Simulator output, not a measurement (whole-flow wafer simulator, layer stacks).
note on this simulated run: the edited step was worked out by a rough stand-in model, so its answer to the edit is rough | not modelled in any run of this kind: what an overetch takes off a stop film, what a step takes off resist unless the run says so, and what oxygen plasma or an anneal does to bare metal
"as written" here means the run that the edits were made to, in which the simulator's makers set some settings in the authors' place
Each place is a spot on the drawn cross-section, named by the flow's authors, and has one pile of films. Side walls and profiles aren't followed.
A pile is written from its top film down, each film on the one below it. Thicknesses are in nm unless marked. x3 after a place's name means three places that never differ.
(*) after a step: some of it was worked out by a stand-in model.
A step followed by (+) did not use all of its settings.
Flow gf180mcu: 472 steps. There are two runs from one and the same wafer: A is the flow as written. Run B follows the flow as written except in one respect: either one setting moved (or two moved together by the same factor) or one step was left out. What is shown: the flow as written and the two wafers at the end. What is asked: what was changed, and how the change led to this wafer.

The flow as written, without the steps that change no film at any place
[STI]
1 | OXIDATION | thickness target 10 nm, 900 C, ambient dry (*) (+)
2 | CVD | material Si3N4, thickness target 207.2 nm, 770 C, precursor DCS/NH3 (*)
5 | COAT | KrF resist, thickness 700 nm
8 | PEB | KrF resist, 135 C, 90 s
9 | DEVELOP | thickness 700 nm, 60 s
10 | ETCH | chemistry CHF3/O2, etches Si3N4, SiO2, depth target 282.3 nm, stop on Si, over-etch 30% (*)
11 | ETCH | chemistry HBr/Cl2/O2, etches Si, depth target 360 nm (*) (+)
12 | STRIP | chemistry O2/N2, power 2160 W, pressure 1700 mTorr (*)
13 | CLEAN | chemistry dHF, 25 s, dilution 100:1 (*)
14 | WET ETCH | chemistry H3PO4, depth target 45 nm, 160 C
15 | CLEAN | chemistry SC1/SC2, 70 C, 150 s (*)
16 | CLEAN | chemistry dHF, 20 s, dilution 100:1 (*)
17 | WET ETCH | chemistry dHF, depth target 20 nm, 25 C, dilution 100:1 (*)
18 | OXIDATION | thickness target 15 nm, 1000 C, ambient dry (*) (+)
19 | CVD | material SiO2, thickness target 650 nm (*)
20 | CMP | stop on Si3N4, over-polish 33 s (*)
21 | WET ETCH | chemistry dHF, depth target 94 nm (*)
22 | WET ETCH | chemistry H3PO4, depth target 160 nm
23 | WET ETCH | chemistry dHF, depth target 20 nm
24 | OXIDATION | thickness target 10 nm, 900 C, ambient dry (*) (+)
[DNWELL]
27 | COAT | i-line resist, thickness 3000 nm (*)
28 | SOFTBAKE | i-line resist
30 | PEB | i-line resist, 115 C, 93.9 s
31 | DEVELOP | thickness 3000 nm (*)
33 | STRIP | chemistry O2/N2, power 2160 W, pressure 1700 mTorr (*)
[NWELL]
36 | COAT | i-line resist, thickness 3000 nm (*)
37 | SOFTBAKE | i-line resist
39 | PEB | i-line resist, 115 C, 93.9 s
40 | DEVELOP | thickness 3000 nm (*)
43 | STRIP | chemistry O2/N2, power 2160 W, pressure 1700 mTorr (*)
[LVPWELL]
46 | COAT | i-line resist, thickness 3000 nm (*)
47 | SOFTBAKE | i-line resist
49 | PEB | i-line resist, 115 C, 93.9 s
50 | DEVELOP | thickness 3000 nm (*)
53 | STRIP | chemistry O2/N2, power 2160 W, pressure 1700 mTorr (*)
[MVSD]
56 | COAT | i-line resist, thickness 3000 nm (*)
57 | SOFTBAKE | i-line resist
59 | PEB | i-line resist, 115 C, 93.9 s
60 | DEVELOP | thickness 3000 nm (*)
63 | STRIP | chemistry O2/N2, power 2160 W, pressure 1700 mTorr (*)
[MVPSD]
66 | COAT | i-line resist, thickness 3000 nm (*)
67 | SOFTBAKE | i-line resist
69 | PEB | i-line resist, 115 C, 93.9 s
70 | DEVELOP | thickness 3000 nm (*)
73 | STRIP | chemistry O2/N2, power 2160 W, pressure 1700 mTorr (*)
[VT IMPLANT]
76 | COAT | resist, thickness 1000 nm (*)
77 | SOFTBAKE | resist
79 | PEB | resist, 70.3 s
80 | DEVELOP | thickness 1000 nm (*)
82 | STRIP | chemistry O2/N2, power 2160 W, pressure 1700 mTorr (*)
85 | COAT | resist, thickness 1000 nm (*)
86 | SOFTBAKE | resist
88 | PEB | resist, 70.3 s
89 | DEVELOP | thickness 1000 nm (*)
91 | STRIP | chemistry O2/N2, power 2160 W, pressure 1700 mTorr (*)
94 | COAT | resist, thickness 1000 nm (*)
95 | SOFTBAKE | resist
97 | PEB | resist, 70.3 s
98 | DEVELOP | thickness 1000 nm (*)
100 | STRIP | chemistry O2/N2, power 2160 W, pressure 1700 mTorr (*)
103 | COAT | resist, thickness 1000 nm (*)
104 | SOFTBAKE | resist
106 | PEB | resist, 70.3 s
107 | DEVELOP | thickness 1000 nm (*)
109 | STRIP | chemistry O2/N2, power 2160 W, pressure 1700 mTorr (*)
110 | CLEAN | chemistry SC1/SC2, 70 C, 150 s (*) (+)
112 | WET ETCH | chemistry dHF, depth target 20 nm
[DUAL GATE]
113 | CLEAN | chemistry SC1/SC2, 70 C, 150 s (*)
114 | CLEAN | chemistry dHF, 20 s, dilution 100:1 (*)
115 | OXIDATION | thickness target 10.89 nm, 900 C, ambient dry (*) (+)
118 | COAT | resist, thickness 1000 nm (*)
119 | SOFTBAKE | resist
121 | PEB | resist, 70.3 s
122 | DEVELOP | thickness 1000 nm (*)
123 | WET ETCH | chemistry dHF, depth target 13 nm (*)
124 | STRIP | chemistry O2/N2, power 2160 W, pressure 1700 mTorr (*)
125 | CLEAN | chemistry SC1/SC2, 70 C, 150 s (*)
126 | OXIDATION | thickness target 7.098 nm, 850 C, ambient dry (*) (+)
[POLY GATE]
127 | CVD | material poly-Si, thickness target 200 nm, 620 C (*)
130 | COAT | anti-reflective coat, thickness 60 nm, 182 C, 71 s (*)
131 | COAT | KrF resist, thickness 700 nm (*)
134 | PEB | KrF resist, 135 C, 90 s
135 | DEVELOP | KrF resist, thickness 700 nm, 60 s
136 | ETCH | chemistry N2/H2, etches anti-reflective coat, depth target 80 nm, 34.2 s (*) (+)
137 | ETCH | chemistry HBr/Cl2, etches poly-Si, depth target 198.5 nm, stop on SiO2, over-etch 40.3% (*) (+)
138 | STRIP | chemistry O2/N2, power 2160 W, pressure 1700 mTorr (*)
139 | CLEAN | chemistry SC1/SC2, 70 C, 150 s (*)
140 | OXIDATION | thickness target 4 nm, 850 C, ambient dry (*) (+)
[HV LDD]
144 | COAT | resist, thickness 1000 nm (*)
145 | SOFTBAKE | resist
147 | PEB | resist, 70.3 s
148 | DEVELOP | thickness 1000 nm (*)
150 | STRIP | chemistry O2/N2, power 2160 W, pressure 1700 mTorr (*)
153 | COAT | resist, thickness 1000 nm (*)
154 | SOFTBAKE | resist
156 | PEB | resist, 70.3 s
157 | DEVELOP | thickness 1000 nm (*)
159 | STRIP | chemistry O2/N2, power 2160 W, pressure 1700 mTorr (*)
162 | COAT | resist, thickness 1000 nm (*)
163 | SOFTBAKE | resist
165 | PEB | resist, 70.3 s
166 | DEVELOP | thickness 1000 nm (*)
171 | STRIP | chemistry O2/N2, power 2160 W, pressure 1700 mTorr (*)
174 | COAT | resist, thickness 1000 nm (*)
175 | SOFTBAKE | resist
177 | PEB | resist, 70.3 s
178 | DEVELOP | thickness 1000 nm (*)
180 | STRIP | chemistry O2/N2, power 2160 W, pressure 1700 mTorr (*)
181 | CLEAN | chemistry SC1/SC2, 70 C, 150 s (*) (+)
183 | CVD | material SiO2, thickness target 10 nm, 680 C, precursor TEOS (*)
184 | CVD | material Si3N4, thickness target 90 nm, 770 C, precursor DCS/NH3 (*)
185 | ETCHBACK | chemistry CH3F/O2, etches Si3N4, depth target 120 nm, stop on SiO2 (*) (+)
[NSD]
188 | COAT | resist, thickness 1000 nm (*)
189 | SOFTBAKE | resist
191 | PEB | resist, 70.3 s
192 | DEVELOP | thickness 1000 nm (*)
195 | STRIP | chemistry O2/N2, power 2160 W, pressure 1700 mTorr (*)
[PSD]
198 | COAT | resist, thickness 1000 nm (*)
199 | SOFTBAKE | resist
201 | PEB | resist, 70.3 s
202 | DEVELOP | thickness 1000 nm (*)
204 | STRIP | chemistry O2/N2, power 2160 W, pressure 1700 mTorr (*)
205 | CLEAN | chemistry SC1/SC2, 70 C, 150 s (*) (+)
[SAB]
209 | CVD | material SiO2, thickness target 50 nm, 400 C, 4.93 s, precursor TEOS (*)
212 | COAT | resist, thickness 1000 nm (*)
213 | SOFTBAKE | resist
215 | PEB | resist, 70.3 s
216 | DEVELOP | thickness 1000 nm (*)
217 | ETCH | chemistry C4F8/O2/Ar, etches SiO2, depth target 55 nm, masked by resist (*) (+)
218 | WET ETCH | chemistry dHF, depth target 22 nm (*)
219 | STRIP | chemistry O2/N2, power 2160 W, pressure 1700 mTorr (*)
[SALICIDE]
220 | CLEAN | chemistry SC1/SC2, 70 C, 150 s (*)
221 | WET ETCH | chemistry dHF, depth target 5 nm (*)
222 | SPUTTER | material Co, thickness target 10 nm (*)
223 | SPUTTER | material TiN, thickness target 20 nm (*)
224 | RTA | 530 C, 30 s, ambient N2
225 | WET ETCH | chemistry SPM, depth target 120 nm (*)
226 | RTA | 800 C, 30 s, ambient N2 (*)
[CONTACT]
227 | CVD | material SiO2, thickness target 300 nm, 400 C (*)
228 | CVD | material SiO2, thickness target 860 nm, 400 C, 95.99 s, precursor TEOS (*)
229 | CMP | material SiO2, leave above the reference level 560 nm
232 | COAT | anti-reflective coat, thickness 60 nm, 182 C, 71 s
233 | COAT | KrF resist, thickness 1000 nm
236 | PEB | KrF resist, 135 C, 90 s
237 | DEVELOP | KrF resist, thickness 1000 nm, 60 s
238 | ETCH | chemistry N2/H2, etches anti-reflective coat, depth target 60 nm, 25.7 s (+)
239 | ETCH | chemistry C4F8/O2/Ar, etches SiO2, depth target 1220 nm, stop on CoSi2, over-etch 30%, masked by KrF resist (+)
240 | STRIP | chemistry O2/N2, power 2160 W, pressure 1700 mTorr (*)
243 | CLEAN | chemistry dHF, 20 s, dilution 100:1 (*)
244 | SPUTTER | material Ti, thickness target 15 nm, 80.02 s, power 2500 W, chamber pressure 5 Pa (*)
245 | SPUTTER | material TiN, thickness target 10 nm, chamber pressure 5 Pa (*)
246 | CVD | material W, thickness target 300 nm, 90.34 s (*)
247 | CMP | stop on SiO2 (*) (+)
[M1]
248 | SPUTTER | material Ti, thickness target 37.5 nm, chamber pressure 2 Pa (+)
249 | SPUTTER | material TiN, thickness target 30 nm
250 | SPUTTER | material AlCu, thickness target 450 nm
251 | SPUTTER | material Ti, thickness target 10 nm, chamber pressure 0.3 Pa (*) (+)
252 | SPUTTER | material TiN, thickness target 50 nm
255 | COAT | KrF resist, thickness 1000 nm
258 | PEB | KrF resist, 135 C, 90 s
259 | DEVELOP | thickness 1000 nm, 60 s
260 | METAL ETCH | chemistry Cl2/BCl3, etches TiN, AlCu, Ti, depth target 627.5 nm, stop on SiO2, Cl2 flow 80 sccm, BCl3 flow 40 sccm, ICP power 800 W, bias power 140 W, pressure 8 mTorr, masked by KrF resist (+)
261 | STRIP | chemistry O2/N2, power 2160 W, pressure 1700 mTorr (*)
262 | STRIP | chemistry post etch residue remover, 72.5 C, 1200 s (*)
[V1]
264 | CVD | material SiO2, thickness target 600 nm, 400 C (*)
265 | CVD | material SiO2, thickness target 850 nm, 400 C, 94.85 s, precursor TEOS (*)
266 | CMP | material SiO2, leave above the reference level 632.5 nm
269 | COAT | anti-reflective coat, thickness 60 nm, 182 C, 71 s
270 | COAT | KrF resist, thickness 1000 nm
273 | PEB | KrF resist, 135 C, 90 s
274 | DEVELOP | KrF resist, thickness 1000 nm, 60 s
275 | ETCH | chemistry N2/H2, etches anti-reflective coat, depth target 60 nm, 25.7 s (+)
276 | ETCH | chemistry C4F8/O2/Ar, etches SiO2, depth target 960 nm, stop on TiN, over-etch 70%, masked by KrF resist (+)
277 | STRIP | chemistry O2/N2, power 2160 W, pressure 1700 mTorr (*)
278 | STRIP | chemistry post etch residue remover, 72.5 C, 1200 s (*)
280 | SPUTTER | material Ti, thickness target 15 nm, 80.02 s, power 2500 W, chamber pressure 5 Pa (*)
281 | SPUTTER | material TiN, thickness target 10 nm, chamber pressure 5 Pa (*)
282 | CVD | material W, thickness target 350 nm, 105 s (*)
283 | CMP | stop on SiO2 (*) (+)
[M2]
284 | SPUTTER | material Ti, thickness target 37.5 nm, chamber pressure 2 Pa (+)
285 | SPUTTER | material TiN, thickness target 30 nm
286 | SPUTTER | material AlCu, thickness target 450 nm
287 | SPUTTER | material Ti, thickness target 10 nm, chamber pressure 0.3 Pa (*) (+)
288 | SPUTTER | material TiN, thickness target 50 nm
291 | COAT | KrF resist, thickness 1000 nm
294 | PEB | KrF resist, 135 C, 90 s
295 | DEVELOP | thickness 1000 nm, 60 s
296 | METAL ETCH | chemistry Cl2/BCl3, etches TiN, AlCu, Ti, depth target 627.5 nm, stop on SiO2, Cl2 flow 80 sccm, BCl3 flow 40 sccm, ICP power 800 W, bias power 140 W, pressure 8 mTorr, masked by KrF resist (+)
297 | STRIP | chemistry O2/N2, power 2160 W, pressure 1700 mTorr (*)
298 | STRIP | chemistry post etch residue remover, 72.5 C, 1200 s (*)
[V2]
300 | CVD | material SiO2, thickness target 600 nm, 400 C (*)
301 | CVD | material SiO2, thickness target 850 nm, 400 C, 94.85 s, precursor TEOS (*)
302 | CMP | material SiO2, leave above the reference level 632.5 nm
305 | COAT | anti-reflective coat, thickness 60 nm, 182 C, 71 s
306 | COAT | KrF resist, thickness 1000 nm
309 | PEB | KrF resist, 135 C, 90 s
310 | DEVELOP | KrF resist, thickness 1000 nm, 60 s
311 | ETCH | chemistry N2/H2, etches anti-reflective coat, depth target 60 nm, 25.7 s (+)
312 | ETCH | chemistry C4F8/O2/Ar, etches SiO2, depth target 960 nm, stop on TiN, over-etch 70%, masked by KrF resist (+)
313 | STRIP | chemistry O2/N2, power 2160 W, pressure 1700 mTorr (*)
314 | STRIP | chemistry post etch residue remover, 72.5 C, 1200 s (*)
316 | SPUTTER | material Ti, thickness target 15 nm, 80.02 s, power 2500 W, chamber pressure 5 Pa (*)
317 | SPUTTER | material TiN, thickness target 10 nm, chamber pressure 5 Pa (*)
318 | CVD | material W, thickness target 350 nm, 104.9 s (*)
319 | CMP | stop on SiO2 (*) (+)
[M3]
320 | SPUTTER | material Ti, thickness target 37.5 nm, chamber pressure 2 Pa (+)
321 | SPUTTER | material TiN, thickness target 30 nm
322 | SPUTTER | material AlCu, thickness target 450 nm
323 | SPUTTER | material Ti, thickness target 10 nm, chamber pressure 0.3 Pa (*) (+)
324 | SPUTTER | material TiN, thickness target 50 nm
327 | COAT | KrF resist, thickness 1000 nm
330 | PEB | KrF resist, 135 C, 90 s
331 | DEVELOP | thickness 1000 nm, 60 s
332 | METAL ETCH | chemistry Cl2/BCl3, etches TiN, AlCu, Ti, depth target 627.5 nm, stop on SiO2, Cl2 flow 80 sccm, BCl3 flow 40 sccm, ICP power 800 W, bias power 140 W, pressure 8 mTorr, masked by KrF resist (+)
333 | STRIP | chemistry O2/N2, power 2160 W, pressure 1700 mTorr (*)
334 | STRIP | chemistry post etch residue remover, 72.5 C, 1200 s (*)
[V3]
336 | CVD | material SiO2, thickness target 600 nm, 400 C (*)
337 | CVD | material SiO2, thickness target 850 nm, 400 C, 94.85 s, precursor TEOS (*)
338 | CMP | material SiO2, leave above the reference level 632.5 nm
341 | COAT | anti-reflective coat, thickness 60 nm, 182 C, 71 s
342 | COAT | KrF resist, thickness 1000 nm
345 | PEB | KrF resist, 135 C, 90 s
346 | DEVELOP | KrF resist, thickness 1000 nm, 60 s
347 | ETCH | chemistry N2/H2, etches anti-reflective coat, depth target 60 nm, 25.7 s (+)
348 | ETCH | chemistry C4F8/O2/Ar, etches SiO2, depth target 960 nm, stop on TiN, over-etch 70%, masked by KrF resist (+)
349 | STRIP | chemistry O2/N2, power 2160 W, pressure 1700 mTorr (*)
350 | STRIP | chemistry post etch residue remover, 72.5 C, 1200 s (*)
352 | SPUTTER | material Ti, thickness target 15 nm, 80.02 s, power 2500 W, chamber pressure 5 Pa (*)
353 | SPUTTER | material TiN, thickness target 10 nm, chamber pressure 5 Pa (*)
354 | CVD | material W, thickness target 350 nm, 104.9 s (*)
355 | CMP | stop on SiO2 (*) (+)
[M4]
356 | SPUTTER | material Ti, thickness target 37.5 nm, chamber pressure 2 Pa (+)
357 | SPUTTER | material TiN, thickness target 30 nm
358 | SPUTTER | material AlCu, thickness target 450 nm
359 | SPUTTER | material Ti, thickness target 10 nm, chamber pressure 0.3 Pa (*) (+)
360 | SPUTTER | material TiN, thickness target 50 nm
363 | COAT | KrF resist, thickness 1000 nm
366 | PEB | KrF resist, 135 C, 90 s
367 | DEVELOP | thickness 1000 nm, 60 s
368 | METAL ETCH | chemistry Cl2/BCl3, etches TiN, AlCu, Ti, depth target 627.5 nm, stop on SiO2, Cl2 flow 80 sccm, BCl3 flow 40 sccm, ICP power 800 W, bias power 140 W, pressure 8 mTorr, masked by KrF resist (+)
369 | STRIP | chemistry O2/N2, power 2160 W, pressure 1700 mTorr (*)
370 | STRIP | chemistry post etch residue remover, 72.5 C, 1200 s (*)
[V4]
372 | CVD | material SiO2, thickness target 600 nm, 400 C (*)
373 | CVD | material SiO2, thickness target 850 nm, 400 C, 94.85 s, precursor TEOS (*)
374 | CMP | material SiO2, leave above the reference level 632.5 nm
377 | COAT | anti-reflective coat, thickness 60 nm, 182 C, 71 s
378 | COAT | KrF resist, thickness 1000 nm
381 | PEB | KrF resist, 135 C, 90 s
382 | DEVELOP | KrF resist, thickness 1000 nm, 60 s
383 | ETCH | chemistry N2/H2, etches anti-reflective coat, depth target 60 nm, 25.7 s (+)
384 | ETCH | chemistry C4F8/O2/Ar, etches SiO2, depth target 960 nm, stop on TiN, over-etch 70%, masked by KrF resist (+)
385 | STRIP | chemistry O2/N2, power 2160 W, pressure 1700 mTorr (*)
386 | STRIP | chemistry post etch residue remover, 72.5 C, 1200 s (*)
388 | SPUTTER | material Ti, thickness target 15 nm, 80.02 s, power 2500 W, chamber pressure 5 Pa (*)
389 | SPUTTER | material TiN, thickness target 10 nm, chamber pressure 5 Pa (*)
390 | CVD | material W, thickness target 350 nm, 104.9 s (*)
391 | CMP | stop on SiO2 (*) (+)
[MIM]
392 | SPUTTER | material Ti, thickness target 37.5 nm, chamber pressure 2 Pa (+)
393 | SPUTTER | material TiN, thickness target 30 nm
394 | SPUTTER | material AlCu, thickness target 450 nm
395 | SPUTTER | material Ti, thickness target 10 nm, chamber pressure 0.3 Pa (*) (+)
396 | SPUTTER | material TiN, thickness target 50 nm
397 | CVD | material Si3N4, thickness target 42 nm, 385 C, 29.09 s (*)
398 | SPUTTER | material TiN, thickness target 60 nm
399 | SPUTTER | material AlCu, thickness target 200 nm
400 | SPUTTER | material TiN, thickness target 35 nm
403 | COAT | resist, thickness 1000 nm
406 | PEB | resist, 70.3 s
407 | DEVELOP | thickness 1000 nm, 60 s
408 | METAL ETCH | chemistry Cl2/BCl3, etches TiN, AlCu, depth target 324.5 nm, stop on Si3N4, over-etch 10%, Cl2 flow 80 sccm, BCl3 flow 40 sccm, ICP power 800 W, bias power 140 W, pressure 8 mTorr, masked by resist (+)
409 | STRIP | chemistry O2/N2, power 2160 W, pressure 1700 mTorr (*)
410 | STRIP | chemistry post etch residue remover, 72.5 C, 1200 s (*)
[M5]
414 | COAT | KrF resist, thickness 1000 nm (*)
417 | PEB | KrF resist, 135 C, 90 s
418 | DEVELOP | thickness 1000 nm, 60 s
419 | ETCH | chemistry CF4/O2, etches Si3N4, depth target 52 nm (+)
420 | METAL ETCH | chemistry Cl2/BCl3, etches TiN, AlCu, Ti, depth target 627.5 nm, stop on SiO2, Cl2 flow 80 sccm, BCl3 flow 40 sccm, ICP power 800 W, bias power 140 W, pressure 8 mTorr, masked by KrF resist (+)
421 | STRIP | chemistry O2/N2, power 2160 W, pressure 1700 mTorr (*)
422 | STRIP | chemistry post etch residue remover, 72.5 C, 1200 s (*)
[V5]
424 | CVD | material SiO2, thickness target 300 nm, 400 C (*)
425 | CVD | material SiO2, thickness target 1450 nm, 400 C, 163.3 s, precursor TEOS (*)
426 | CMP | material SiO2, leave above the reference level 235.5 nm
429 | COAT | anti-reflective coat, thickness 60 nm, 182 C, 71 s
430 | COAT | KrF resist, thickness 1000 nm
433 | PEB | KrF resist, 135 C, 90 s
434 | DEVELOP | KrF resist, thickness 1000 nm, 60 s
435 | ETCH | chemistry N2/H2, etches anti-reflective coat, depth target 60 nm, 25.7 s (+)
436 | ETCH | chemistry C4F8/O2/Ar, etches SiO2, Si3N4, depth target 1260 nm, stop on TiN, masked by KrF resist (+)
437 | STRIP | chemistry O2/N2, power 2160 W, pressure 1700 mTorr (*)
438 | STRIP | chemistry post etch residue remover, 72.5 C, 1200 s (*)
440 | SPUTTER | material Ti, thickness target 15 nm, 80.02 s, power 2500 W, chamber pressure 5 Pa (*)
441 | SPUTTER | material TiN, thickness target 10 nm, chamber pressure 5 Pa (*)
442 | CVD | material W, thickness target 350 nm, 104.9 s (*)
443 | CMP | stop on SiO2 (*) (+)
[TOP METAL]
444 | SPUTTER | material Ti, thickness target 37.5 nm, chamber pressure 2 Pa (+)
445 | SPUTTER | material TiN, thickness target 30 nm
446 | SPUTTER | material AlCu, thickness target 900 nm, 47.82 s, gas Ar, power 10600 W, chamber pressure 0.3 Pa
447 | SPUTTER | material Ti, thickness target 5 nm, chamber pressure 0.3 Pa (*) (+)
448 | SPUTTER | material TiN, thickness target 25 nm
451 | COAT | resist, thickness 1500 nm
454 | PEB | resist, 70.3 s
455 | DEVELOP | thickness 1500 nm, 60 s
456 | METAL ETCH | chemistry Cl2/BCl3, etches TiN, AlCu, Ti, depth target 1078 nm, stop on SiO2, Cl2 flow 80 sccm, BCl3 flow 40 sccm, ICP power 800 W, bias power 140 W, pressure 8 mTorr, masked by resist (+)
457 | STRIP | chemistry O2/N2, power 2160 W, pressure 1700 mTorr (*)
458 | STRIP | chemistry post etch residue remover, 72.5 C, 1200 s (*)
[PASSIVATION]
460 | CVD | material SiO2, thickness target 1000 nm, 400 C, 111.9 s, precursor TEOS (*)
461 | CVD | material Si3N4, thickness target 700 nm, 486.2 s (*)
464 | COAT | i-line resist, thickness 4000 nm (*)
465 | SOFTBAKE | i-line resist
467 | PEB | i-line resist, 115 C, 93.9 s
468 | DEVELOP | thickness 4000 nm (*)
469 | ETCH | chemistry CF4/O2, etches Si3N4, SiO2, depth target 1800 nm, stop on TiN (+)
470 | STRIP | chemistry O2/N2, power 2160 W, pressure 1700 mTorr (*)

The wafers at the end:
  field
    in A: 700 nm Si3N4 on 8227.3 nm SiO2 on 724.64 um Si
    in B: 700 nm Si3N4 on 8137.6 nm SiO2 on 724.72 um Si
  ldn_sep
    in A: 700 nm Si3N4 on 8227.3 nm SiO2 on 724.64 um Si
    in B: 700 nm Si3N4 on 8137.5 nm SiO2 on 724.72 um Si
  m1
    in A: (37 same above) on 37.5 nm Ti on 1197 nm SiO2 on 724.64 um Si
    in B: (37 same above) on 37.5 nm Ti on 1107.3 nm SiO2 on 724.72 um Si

The reason: step 11, ETCH: depth target 270 nm was run, whereas the flow has depth target 360 nm.

How this came from the change, step by step:
  11 | ETCH | chemistry HBr/Cl2/O2, etches Si, depth target 360 nm (*) (+)
      active, n_well, p_well and 40 more: A KrF resist loses 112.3 | B KrF resist loses 82.3
      field, field_sub, sti and 34 more: A Si loses 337 | B Si loses 247
  12 | STRIP | chemistry O2/N2, power 2160 W, pressure 1700 mTorr (*)
      active, n_well, p_well and 40 more: A KrF resist loses 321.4 (all of it) | B KrF resist loses 351.4 (all of it)
  19 | CVD | material SiO2, thickness target 650 nm (*)
      m1, ld_fp_n, ld_drift_n and 8 more: A SiO2 gains 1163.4 | B SiO2 gains 1073.4
  20 | CMP | stop on Si3N4, over-polish 33 s (*)
      sti, mim_1p0, pad and 11 more: A SiO2 loses 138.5 | B SiO2 loses 228.5
      nw_enc_fld, nw_enc_fld_lv: A SiO2 loses 142.5 | B SiO2 loses 232.5
      (and at 10 other places as well)
  189 | SOFTBAKE | resist
      field__w9: A resist gains 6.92 | B resist loses 3.05
  199 | SOFTBAKE | resist
      field__w9: A resist gains 6.92 | B resist loses 3.05
